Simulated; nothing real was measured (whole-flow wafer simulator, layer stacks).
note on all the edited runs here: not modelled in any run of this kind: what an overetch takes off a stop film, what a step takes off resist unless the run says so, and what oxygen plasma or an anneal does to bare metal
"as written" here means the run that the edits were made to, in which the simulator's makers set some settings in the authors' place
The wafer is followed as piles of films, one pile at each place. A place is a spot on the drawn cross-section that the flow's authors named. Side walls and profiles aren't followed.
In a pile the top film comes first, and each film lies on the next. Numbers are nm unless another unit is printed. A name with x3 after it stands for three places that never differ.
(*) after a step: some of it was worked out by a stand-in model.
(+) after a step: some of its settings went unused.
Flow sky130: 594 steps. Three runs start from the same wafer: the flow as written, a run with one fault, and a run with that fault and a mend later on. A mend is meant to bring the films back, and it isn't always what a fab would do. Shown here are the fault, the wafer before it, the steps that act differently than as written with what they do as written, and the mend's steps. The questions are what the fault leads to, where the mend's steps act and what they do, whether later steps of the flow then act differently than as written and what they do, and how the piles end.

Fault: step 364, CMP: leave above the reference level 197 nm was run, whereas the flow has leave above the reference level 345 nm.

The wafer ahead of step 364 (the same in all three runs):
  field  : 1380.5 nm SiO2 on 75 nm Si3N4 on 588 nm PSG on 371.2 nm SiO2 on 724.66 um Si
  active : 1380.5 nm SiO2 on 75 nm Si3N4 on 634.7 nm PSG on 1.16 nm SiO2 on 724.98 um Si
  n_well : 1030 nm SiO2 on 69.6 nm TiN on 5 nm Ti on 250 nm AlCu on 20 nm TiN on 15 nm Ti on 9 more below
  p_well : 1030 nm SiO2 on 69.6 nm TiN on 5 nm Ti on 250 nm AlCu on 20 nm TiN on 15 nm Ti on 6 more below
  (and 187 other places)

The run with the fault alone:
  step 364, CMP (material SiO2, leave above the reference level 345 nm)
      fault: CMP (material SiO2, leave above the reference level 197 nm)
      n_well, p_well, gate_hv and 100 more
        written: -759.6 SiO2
        fault: -907.6 SiO2
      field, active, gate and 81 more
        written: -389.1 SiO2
        fault: -537.1 SiO2
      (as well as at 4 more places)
  Later steps of the flow acting differently than as written (10 more steps, not shown, differ only slightly: by at most 2% or 0.5 nm, whichever is larger):
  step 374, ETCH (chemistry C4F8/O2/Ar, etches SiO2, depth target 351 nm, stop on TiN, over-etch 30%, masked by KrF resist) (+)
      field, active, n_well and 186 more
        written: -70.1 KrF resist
        fault: -31.7 KrF resist
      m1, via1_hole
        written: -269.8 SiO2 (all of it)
        fault: -121.8 SiO2 (all of it)
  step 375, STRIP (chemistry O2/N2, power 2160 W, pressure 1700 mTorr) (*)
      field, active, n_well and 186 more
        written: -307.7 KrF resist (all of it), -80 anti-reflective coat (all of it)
        fault: -346.2 KrF resist (all of it), -80 anti-reflective coat (all of it)
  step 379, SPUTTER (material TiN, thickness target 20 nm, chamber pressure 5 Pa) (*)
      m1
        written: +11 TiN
        fault: +14.3 TiN
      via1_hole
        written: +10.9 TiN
        fault: +14.3 TiN
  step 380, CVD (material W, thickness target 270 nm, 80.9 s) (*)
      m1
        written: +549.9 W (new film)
        fault: +398.5 W (new film)
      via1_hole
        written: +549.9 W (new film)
        fault: +398.6 W (new film)
  By the end, the piles at field, active, n_well and 190 more depart from the flow's by more than 2% or 0.5 nm, whichever is larger.
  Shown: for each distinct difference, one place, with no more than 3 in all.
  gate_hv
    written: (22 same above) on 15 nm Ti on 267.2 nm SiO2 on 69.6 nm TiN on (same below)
    fault: (22 same above) on 15 nm Ti on 119.2 nm SiO2 on 69.6 nm TiN on (same below)
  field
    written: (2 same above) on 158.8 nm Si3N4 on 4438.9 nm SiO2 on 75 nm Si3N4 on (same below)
    fault: (2 same above) on 158.8 nm Si3N4 on 4290.9 nm SiO2 on 75 nm Si3N4 on (same below)
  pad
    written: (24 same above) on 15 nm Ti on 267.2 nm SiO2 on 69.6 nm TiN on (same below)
    fault: (24 same above) on 15 nm Ti on 119.2 nm SiO2 on 69.6 nm TiN on (same below)

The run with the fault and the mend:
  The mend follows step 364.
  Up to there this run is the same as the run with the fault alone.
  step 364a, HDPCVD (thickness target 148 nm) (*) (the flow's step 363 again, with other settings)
      field, active, n_well and 188 more
        +148 SiO2
  Every later step of the flow that is run acts as written, at every place that is followed, to within 2% or 0.5 nm, whichever is larger.
  By the end, the piles equal the flow's at every place that both follow.
